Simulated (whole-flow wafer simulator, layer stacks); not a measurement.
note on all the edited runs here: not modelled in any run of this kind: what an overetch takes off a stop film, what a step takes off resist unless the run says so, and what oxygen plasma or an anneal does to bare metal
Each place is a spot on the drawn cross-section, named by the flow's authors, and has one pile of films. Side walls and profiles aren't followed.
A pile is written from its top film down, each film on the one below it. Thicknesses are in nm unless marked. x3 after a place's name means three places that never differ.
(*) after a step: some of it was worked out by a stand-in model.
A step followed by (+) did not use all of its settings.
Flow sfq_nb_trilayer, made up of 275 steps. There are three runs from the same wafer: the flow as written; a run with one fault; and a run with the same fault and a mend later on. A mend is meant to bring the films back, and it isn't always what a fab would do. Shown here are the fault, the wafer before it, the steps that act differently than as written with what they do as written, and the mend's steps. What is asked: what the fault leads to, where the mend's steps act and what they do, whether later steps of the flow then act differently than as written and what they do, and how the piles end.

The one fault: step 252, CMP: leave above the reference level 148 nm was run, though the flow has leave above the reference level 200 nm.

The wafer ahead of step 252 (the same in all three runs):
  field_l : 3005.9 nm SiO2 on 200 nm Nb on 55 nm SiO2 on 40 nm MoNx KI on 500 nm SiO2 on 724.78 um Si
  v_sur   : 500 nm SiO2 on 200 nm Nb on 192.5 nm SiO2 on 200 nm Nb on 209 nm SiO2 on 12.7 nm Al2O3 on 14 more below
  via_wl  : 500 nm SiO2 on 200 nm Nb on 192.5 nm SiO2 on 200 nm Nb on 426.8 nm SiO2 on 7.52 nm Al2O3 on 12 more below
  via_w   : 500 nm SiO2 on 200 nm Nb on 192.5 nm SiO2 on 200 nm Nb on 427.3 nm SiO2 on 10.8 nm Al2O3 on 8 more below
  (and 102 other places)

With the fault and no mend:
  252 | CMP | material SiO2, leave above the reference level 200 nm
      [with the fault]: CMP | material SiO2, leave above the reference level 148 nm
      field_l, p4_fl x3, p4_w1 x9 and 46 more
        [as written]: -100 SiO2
        [with the fault]: -152 SiO2
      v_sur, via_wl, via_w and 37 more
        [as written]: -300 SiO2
        [with the fault]: -352 SiO2
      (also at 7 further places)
  Steps further on in the flow that do not act as written (4 more steps, not shown, differ only slightly: by at most 2% or 0.5 nm, whichever is larger):
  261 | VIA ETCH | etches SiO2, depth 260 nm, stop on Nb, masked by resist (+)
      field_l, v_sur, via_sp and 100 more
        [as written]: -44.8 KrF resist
        [with the fault]: -38.2 KrF resist
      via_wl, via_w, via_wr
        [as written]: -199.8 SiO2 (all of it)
        [with the fault]: -147.8 SiO2 (all of it)
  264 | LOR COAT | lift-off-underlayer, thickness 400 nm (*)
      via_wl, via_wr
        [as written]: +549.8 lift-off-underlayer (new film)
        [with the fault]: +510.8 lift-off-underlayer (new film)
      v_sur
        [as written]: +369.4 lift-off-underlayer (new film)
        [with the fault]: +377.4 lift-off-underlayer (new film)
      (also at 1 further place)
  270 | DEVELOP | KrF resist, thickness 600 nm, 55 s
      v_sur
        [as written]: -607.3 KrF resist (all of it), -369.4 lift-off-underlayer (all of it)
        [with the fault]: -605.1 KrF resist (all of it), -377.4 lift-off-underlayer (all of it)
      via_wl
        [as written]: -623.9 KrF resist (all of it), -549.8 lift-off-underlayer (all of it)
        [with the fault]: -617.3 KrF resist (all of it), -510.8 lift-off-underlayer (all of it)
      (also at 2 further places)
  At v_sur, via_sp, via_v and 84 more, the piles at the end differ from the flow's by more than 2% or 0.5 nm, whichever is larger.
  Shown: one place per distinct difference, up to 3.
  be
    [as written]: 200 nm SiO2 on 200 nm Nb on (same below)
    [with the fault]: 148 nm SiO2 on 200 nm Nb on (same below)
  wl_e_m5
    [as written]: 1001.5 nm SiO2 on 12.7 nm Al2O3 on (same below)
    [with the fault]: 949.5 nm SiO2 on 12.7 nm Al2O3 on (same below)
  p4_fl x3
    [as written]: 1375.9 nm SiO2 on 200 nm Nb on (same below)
    [with the fault]: 1323.9 nm SiO2 on 200 nm Nb on (same below)

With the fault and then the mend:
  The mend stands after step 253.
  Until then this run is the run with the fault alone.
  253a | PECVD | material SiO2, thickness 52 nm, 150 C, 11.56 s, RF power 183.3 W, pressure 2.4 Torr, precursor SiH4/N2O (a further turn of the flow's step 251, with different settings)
      field_l, v_sur, via_wl and 103 more
        +52 SiO2
  Later steps of the flow that are run all act as written at every place that is followed.
  At every place that both follow, the piles at the end match the flow's.
